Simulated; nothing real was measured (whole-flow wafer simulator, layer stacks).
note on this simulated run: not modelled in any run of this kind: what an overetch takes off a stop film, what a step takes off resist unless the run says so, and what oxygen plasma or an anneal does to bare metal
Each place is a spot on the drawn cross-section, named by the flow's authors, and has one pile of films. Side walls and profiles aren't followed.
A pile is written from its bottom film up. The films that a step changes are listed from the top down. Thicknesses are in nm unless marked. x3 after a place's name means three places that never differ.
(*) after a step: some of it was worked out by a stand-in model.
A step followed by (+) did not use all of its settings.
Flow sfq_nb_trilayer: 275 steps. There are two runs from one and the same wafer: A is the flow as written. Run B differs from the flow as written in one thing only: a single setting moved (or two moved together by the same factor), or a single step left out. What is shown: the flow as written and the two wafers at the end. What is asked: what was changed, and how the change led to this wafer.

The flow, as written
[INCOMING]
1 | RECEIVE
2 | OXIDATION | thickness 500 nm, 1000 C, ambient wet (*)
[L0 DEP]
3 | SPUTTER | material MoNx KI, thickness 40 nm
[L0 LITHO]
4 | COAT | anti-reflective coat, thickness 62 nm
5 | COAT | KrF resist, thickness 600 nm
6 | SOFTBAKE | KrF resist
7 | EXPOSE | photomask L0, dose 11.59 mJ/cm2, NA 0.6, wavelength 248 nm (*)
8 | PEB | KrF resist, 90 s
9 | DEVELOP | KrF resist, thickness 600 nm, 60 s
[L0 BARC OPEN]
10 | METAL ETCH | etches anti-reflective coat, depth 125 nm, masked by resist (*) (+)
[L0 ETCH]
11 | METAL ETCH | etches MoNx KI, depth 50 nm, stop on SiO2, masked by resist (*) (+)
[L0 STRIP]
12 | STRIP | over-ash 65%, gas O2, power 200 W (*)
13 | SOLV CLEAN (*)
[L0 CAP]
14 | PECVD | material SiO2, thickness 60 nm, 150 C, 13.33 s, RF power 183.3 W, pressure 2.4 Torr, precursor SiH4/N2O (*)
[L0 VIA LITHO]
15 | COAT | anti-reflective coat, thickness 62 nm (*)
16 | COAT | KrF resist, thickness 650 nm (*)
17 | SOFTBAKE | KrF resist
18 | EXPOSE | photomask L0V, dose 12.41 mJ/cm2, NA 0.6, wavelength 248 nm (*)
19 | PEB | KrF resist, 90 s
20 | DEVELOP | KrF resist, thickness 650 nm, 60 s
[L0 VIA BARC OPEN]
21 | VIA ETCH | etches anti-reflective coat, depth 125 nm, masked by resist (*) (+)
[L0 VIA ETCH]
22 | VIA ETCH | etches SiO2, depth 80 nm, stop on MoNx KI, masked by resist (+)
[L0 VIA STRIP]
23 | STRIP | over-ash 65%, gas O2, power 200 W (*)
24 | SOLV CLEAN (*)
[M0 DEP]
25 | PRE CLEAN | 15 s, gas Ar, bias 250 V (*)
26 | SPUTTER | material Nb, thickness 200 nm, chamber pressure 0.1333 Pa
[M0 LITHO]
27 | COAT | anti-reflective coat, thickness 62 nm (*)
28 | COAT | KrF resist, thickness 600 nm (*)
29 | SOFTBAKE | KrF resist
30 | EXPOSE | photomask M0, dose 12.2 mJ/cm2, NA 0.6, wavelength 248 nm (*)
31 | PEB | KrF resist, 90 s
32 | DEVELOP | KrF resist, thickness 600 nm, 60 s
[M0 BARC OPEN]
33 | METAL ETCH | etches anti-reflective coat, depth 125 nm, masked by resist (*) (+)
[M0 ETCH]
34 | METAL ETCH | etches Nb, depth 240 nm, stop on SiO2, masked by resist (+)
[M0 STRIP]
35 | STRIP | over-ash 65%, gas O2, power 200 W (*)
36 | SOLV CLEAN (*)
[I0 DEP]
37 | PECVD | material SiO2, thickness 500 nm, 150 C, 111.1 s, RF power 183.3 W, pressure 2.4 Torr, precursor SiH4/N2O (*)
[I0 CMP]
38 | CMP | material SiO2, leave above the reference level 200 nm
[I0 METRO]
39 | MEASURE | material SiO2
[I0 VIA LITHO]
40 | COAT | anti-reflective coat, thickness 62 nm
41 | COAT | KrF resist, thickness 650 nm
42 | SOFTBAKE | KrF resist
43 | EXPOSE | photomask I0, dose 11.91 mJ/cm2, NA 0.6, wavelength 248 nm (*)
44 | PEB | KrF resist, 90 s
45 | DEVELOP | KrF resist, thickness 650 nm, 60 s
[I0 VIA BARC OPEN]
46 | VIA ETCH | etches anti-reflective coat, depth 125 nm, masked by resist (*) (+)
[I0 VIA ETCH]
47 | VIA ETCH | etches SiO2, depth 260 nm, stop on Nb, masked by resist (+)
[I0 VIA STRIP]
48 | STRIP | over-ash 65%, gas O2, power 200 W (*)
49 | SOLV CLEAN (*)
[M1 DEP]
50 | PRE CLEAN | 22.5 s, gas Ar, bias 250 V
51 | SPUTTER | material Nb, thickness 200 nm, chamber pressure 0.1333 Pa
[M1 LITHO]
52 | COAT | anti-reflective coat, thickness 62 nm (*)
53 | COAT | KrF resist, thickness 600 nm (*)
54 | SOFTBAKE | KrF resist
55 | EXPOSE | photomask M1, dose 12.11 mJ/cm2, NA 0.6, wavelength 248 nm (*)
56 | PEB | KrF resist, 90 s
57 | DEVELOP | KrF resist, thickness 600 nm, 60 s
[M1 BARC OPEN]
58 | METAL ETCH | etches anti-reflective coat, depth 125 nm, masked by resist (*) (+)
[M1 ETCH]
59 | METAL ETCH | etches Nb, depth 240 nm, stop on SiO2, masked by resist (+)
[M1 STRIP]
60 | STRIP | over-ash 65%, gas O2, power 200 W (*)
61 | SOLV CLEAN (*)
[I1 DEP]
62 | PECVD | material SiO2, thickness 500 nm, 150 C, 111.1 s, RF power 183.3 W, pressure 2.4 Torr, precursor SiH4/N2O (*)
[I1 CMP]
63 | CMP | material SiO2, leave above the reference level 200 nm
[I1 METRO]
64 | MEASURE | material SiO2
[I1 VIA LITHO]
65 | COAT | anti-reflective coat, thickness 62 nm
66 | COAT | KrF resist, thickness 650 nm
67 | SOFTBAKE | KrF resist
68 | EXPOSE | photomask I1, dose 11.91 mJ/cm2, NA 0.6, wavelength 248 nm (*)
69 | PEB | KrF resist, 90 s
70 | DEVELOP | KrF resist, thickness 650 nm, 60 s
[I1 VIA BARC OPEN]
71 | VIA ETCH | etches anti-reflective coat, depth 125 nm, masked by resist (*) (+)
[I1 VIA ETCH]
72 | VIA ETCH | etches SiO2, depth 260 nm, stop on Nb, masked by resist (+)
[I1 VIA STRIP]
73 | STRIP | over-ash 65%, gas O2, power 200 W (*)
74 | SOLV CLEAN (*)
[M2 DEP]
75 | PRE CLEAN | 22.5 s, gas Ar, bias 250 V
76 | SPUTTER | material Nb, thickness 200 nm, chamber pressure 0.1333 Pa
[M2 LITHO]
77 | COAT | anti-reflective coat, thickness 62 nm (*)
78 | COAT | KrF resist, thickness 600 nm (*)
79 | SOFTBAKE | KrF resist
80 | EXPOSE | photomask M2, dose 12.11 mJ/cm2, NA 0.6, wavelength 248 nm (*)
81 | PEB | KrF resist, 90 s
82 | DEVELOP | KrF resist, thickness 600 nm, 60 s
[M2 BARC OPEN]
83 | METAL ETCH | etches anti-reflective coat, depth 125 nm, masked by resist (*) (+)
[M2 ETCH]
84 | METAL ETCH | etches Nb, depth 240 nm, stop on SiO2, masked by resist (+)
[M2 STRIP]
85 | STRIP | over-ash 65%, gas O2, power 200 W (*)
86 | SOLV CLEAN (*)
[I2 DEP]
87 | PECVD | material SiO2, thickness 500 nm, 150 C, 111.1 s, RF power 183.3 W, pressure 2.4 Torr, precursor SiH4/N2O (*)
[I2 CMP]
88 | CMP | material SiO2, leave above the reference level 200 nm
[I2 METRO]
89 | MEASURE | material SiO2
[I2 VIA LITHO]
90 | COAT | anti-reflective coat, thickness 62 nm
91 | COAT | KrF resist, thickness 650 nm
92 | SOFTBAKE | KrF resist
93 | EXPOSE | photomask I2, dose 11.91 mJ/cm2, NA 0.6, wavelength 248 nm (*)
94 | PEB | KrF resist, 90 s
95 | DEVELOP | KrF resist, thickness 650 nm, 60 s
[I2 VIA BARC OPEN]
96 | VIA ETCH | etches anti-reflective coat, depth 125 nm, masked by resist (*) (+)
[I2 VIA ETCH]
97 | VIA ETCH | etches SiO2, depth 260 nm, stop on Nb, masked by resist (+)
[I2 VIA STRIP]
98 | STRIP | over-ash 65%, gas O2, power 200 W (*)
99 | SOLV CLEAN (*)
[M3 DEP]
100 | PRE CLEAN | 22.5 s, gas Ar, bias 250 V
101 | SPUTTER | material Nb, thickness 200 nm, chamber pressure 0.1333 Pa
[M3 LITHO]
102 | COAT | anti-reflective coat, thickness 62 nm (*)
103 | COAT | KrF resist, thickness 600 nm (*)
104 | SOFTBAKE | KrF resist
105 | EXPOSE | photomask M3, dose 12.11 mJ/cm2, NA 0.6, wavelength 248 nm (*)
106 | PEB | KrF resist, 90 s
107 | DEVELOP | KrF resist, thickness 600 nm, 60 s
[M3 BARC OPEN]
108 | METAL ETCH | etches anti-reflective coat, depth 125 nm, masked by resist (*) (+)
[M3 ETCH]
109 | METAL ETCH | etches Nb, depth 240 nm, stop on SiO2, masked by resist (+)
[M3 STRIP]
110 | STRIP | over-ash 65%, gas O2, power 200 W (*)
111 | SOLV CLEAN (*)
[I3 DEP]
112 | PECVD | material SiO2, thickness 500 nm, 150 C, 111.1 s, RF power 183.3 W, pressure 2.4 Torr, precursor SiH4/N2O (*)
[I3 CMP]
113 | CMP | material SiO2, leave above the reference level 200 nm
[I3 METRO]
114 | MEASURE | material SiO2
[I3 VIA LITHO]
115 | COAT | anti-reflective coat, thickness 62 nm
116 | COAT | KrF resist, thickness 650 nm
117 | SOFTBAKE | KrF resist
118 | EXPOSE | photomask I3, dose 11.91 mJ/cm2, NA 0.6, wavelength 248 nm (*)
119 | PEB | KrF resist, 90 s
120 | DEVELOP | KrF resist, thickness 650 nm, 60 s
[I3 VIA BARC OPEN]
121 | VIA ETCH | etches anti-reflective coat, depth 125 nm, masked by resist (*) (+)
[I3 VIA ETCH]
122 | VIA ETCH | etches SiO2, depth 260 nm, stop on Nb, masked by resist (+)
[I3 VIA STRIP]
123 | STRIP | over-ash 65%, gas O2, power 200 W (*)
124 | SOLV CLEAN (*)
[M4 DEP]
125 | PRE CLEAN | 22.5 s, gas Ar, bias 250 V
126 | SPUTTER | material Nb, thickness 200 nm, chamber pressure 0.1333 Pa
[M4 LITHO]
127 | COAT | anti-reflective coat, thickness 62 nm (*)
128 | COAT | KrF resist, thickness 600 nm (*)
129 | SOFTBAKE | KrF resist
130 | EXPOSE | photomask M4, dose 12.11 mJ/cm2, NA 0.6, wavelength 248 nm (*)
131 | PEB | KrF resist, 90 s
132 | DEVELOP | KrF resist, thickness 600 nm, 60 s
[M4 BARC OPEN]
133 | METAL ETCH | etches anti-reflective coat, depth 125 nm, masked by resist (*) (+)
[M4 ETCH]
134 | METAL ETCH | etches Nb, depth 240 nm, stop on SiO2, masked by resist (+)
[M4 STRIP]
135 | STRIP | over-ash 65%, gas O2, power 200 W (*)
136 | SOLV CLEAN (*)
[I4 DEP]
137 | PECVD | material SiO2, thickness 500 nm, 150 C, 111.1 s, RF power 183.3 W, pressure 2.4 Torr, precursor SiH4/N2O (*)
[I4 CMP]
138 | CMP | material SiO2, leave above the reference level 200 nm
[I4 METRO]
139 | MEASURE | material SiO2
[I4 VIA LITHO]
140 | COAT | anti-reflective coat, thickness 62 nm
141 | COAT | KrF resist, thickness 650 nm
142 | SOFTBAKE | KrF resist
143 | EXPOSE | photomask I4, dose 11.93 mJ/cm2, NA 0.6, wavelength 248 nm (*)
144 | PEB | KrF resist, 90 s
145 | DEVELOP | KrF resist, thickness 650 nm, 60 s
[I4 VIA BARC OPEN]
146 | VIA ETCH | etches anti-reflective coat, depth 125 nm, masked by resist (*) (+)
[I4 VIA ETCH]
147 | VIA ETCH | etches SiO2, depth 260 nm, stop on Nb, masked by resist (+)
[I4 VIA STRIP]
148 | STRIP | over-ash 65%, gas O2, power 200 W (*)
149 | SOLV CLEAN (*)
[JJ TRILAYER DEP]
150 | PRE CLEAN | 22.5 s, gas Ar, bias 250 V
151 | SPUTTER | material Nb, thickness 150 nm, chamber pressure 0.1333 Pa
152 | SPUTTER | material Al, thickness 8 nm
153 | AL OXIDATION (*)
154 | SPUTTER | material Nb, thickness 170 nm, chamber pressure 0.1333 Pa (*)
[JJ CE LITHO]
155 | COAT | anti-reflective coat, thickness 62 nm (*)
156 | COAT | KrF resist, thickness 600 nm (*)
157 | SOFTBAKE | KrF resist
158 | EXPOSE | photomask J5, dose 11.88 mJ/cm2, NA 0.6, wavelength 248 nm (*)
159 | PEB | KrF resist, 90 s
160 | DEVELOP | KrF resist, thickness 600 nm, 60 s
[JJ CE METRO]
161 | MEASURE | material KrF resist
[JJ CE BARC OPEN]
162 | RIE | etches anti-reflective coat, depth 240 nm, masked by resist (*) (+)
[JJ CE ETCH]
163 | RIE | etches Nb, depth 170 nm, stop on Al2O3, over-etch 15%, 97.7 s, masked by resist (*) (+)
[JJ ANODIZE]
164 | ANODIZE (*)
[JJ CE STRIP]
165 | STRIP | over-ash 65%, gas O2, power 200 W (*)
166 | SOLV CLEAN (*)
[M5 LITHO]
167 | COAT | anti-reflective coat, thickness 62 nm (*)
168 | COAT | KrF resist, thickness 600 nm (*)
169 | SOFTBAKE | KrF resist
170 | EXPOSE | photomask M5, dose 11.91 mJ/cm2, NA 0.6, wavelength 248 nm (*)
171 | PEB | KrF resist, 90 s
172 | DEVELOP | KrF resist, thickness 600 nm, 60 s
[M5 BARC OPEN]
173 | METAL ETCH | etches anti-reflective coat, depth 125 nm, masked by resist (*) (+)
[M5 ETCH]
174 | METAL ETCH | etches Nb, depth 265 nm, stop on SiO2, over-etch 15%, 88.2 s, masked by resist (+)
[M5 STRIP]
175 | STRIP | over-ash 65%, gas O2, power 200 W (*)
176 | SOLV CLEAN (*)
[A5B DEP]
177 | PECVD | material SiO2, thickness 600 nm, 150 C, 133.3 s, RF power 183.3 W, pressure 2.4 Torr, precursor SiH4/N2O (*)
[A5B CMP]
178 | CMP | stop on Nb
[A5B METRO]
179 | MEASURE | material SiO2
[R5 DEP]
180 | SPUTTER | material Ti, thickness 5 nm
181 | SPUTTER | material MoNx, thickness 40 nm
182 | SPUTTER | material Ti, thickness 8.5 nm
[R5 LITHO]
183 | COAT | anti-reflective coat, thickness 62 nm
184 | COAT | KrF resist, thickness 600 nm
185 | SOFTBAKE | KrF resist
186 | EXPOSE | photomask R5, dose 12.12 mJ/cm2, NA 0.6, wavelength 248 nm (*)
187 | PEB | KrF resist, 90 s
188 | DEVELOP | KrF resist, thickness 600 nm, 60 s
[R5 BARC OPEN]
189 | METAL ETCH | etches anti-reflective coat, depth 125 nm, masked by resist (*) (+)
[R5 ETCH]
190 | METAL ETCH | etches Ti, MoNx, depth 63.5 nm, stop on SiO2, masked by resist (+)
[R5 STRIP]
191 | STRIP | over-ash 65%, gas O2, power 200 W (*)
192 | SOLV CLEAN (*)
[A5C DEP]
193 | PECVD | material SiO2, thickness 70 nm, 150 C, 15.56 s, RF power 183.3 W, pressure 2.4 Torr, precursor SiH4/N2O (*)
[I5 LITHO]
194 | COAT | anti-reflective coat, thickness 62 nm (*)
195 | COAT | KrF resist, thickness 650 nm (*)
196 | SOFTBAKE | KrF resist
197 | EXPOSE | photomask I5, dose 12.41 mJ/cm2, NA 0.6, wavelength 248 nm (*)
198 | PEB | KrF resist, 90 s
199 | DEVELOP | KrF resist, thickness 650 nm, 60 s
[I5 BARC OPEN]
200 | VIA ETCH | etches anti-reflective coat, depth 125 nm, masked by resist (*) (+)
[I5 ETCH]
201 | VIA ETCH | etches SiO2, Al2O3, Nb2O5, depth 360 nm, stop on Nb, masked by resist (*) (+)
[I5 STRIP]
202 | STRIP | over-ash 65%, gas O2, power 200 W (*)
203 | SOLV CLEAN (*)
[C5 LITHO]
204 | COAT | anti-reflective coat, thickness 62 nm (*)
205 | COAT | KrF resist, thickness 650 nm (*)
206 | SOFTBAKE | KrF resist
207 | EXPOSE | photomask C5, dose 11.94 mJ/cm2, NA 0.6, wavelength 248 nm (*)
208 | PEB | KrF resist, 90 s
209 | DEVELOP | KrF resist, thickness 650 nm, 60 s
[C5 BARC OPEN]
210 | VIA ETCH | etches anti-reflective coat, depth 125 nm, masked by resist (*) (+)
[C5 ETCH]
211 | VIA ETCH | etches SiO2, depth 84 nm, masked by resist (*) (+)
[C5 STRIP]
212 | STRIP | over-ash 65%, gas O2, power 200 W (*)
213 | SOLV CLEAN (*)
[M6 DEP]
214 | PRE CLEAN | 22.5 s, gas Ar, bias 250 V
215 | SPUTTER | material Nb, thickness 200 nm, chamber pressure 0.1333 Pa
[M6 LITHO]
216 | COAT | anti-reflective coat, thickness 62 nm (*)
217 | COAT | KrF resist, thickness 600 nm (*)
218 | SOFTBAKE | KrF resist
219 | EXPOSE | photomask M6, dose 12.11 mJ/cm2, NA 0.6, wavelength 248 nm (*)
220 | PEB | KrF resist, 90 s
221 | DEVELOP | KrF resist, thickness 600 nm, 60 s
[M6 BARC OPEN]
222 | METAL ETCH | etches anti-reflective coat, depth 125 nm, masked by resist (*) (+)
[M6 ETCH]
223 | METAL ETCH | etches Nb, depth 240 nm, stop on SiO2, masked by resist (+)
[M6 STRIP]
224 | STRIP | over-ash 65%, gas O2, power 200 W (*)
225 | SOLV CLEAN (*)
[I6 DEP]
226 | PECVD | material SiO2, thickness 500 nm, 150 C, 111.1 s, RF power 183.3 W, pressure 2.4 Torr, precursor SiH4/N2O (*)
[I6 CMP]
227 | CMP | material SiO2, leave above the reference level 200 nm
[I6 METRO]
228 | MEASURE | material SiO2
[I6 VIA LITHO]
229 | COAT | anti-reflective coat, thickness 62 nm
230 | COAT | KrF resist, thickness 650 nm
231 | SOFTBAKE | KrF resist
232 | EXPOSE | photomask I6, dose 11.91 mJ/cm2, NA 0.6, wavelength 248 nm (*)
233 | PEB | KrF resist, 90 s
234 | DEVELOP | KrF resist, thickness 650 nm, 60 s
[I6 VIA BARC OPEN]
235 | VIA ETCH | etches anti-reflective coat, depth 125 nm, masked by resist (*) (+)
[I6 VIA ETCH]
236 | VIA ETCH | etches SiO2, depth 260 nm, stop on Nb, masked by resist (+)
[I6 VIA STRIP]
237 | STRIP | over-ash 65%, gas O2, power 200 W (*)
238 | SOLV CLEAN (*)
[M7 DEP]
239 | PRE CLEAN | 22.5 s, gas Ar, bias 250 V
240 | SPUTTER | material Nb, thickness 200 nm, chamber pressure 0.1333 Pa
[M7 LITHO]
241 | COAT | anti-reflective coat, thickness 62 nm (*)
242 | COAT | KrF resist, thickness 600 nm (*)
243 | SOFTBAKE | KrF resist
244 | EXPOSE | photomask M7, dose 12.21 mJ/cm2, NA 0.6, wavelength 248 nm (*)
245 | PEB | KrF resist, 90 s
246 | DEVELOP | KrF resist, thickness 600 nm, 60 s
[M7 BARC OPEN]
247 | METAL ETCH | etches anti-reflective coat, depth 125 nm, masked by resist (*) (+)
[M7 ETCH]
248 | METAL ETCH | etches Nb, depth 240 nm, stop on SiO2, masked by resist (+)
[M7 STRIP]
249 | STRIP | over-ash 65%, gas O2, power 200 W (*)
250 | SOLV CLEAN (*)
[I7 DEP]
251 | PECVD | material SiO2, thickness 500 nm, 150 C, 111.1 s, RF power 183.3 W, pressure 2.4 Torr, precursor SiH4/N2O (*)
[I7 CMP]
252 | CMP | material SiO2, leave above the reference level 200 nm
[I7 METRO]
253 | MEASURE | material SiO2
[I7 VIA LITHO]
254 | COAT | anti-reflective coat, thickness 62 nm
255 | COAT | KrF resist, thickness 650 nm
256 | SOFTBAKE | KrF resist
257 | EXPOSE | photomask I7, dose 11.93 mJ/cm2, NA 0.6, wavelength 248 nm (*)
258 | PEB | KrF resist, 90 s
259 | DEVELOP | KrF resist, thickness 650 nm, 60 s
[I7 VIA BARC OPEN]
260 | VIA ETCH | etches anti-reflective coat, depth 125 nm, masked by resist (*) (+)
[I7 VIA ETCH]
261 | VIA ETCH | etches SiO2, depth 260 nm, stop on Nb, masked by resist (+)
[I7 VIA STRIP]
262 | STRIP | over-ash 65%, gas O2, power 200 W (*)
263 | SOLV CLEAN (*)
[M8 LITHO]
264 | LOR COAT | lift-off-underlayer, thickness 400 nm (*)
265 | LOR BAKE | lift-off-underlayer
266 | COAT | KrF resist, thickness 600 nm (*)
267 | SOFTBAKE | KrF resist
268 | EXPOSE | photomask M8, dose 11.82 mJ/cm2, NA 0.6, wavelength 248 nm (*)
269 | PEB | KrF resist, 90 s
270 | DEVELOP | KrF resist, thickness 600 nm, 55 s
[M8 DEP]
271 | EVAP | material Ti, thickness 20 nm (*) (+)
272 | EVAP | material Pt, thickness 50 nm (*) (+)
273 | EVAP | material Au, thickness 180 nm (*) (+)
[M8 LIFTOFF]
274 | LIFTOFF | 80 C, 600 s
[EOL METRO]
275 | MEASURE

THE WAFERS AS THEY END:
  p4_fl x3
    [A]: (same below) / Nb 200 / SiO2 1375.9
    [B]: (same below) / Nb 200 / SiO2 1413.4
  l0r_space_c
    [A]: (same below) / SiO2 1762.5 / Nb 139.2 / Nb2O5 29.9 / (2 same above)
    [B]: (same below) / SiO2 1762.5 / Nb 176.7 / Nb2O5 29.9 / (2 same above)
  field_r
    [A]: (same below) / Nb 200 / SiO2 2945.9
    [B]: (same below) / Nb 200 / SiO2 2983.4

What caused this: step 151, SPUTTER: thickness 187.5 nm was run, whereas the flow has thickness 150 nm.

How this came from the change, step by step:
  151 | SPUTTER | material Nb, thickness 150 nm, chamber pressure 0.1333 Pa
      field_l, v_sur, via_sp and 100 more: A Nb gains 150 (new film) | B Nb gains 187.5 (new film)
      via_wl, via_w, via_wr: A Nb gains 130.4 | B Nb gains 163.4
  155 | COAT | anti-reflective coat, thickness 62 nm (*)
      via_wl, via_wr: A anti-reflective coat gains 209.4 (new film) | B anti-reflective coat gains 220.4 (new film)
      via_w: A anti-reflective coat gains 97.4 (new film) | B anti-reflective coat gains 100.9 (new film)
  162 | RIE | etches anti-reflective coat, depth 240 nm, masked by resist (*) (+)
      ce_l, c5j, ce_r, wl_jj: A KrF resist loses 209.4 | B KrF resist loses 220.4
      via_wl, via_wr: A anti-reflective coat loses 209.4 (all of it) | B anti-reflective coat loses 220.4 (all of it)
      (as well as at 1 more place)
  165 | STRIP | over-ash 65%, gas O2, power 200 W (*)
      ce_l: A KrF resist loses 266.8 (all of it), anti-reflective coat loses 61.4 (all of it) | B KrF resist loses 255.7 (all of it), anti-reflective coat loses 61.4 (all of it)
      c5j: A KrF resist loses 266.9 (all of it), anti-reflective coat loses 61.5 (all of it) | B KrF resist loses 255.8 (all of it), anti-reflective coat loses 61.5 (all of it)
      (as well as at 2 more places)
  167 | COAT | anti-reflective coat, thickness 62 nm (*)
      via_wl: A anti-reflective coat gains 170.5 (new film) | B anti-reflective coat gains 177 (new film)
      via_w: A anti-reflective coat gains 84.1 (new film) | B anti-reflective coat gains 86.1 (new film)
      (as well as at 1 more place)
  174 | METAL ETCH | etches Nb, depth 265 nm, stop on SiO2, over-etch 15%, 88.2 s, masked by resist (+)
      field_l, r_sur, res and 49 more: A Al2O3 loses 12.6 (all of it), Nb2O5 loses 29.9 (all of it), Nb loses 139.2 (all of it), SiO2 loses 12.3 | B Al2O3 loses 12.6 (all of it), Nb2O5 loses 29.9 (all of it), Nb loses 176.7 (all of it), SiO2 loses 8.54
      wl_a_sl: A Al2O3 loses 12.6 (all of it), Nb2O5 loses 29.9 (all of it), Nb loses 139.2 (all of it), SiO2 loses 12.3 | B Al2O3 loses 12.6 (all of it), Nb2O5 loses 29.9 (all of it), Nb loses 176.7 (all of it), SiO2 loses 8.55
  175 | STRIP | over-ash 65%, gas O2, power 200 W (*)
      via_wl: A KrF resist loses 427 (all of it), anti-reflective coat loses 170.5 (all of it) | B KrF resist loses 424.7 (all of it), anti-reflective coat loses 177 (all of it)
      via_w: A KrF resist loses 503.5 (all of it), anti-reflective coat loses 84.1 (all of it) | B KrF resist loses 505.4 (all of it), anti-reflective coat loses 86.1 (all of it)
      (as well as at 1 more place)
  178 | CMP | stop on Nb
      field_l, p4_fl x3, p4_w1 x9 and 29 more: A SiO2 loses 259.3 | B SiO2 loses 225.6
      r_sur, res, r_end, moat, field_r, lsp_l: A SiO2 loses 252.3 | B SiO2 loses 217.3
      (as well as at 5 more places)
